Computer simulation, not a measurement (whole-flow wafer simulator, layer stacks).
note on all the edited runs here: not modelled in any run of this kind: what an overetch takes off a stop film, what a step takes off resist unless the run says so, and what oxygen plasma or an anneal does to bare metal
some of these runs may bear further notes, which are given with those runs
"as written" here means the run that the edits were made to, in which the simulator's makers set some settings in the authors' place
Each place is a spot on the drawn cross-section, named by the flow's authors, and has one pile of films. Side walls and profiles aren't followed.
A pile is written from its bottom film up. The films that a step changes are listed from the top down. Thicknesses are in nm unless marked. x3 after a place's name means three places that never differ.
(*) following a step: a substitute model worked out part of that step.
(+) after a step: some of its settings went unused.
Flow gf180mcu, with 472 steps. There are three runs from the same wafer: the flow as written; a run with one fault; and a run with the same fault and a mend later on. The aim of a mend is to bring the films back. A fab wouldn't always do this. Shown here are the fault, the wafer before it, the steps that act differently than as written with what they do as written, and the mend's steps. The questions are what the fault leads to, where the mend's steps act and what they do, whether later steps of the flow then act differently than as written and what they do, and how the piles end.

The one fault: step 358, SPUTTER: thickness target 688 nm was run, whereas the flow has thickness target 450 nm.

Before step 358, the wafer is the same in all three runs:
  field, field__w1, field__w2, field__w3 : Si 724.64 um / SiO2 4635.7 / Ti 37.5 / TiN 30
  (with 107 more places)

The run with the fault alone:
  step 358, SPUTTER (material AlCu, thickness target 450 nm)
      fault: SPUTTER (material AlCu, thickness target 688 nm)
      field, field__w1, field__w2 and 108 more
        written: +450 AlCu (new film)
        fault: +688 AlCu (new film)
  Steps further on in the flow that do not act as written:
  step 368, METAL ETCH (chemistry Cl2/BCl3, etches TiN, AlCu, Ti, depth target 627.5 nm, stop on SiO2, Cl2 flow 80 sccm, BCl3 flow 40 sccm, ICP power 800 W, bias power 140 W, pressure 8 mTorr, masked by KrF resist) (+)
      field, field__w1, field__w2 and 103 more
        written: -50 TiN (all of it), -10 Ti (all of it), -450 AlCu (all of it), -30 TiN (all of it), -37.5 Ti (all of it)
        fault: -50 TiN (all of it), -10 Ti (all of it), -567.5 AlCu
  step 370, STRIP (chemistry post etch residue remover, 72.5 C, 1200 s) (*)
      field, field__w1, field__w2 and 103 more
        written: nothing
        fault: -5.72 AlCu
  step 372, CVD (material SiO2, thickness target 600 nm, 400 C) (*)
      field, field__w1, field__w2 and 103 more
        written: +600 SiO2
        fault: +600 SiO2 (new film)
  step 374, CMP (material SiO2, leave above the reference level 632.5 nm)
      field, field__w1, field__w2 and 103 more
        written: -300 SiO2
        fault: -244.3 SiO2
  At field, field__w1, field__w2 and 109 more, the piles at the end differ from the flow's by more than 2% or 0.5 nm, whichever is larger.
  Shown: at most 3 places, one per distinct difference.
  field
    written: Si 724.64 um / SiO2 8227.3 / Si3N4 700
    fault: Si 724.64 um / SiO2 4635.7 / Ti 37.5 / TiN 30 / AlCu 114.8 / SiO2 3647.3 / Si3N4 700
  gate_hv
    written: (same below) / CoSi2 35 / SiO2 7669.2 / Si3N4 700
    fault: (same below) / CoSi2 35 / SiO2 4077.6 / Ti 37.5 / TiN 30 / AlCu 114.8 / SiO2 3647.3 / Si3N4 700
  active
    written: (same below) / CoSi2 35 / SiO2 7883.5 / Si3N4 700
    fault: (same below) / CoSi2 35 / SiO2 4291.9 / Ti 37.5 / TiN 30 / AlCu 114.8 / SiO2 3647.3 / Si3N4 700

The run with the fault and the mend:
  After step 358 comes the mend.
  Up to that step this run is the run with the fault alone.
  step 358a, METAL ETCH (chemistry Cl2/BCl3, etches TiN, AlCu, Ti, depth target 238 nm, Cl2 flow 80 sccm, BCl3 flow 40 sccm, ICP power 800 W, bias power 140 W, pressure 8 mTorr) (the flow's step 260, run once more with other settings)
      field, field__w1, field__w2 and 108 more
        -238 AlCu
  Every later step of the flow that is run acts as written at every place that is followed.
  By the end, the piles equal the flow's at every place that both follow.
